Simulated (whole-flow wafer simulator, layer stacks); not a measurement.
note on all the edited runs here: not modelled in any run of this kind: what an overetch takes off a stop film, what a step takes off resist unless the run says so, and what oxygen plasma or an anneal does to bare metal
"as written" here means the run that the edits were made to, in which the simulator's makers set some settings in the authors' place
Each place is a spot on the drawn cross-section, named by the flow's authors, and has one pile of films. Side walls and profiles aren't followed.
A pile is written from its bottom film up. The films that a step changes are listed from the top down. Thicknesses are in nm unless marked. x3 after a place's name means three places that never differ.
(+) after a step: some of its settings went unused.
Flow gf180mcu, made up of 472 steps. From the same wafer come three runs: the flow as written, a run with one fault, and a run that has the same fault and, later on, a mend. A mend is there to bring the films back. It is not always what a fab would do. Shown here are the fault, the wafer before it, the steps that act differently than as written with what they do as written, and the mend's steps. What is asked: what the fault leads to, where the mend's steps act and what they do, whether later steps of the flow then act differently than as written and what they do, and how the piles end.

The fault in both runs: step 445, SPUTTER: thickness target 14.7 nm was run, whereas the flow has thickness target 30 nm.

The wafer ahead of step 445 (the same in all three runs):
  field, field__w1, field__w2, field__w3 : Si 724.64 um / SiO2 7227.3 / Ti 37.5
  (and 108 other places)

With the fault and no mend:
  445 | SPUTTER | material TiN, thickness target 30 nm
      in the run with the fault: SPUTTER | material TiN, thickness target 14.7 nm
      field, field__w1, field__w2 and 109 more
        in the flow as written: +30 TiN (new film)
        in the run with the fault: +14.7 TiN (new film)
  Steps further on in the flow that do not act as written (not shown: 4 more steps that differ only slightly, by at most 2% or 0.5 nm, whichever is larger):
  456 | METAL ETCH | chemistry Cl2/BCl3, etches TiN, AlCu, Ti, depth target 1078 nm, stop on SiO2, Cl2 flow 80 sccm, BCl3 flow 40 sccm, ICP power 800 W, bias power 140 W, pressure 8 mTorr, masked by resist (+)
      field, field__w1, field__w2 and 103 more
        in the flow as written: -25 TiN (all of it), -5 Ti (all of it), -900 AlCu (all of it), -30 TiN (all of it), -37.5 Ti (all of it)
        in the run with the fault: -25 TiN (all of it), -5 Ti (all of it), -900 AlCu (all of it), -14.7 TiN (all of it), -37.5 Ti (all of it)
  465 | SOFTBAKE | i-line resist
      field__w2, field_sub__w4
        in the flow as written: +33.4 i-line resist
        in the run with the fault: +32.6 i-line resist
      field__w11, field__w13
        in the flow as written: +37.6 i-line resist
        in the run with the fault: +36.7 i-line resist
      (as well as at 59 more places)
  At field__w8, contact, m1, m1__w1, pad, m1_nw, the piles at the end differ from the flow's by more than 2% or 0.5 nm, whichever is larger.
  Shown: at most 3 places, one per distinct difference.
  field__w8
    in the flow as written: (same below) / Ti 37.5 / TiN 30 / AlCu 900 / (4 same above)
    in the run with the fault: (same below) / Ti 37.5 / TiN 14.7 / AlCu 900 / (4 same above)
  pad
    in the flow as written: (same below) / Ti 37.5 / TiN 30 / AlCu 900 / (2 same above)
    in the run with the fault: (same below) / Ti 37.5 / TiN 14.7 / AlCu 900 / (2 same above)

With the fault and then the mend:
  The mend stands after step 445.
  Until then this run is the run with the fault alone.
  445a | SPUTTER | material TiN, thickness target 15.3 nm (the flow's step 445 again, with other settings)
      field, field__w1, field__w2 and 109 more
        +15.3 TiN
  None of the later steps of the flow acts differently than as written at any place that is followed.
  By the end, the piles equal the flow's at every place that both follow.
